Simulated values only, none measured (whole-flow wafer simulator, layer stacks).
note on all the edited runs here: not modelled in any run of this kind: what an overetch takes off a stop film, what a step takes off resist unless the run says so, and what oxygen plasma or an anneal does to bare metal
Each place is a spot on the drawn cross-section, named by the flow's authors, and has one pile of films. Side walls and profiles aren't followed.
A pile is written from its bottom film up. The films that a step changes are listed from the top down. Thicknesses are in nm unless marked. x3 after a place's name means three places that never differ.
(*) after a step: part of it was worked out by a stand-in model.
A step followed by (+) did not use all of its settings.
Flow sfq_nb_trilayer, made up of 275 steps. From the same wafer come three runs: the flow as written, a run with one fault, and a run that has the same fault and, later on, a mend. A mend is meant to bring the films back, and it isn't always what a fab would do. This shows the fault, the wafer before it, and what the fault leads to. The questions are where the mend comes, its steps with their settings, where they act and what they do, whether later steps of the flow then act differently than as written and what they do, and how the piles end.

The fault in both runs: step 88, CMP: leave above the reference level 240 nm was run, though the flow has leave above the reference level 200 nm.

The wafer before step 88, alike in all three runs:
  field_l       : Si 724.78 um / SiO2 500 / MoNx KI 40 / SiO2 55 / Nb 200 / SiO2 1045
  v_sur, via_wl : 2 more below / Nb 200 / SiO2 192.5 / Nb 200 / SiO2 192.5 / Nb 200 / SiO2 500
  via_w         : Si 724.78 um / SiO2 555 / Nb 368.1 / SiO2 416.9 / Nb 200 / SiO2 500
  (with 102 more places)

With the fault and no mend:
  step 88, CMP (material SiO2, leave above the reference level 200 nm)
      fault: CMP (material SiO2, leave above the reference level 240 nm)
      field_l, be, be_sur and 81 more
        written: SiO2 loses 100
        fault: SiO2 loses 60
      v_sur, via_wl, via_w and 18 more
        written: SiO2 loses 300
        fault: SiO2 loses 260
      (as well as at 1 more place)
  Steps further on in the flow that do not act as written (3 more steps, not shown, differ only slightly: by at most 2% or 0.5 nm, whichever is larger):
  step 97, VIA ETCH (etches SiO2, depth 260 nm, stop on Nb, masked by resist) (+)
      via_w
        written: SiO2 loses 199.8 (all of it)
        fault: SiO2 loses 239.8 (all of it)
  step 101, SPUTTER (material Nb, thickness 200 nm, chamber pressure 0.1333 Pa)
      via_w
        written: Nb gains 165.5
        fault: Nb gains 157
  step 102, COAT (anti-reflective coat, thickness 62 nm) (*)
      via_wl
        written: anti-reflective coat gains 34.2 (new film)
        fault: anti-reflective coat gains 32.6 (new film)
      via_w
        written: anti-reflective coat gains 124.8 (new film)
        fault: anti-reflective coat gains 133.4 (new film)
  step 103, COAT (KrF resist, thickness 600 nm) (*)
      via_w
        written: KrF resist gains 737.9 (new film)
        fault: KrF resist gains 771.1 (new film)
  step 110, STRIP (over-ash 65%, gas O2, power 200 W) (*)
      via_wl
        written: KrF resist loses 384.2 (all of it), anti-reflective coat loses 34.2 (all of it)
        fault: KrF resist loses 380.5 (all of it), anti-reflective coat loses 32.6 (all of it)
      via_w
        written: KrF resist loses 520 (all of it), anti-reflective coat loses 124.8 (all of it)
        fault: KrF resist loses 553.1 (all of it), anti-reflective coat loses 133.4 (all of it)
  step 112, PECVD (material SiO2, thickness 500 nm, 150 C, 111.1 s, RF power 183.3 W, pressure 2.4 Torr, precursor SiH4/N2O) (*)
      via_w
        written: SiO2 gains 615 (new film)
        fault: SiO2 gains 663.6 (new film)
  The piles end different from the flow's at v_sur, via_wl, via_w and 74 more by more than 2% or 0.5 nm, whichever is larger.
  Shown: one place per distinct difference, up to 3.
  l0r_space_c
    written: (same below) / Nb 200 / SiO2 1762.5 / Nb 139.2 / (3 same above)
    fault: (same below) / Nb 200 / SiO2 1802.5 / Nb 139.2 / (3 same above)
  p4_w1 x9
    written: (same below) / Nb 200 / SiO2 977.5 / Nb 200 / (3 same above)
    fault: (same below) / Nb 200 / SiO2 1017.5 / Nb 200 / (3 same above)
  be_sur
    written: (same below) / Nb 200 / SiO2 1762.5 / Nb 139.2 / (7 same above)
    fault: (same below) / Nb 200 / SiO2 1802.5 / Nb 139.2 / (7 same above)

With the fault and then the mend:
  The mend follows step 95.
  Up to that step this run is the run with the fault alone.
  step 95a, STRIP (over-ash 65%, gas O2, power 200 W) (*)
      field_l, v_sur, via_wl and 102 more
        KrF resist loses 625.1 (all of it), anti-reflective coat loses 62 (all of it)
      via_w
        anti-reflective coat loses 62 (all of it)
  step 95b, CMP (material SiO2, leave above the reference level 200 nm) (a further turn of the flow's step 88)
      field_l, v_sur, via_wl and 103 more
        SiO2 loses 40
  step 95c, COAT (anti-reflective coat, thickness 62 nm) (a further turn of the flow's step 90)
      field_l, v_sur, via_wl and 103 more
        anti-reflective coat gains 62 (new film)
  step 95d, COAT (KrF resist, thickness 650 nm) (a further turn of the flow's step 91)
      field_l, v_sur, via_wl and 103 more
        KrF resist gains 650 (new film)
  step 95e, SOFTBAKE (KrF resist) (a further turn of the flow's step 92)
      alters no film at any place that is followed
  step 95f, EXPOSE (photomask I2, dose 11.91 mJ/cm2, NA 0.6, wavelength 248 nm) (*) (a further turn of the flow's step 93)
      alters no film at any place that is followed
  step 95g, PEB (KrF resist, 90 s) (a further turn of the flow's step 94)
      field_l, v_sur, via_wl and 103 more
        KrF resist loses 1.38
  step 95h, DEVELOP (KrF resist, thickness 650 nm, 60 s) (a further turn of the flow's step 95)
      field_l, v_sur, via_wl and 102 more
        KrF resist loses 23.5
      via_w
        KrF resist loses 648.6 (all of it)
  Later steps of the flow that are run all act as written at every place that is followed.
  The piles end the same as the flow's at every place that both follow.
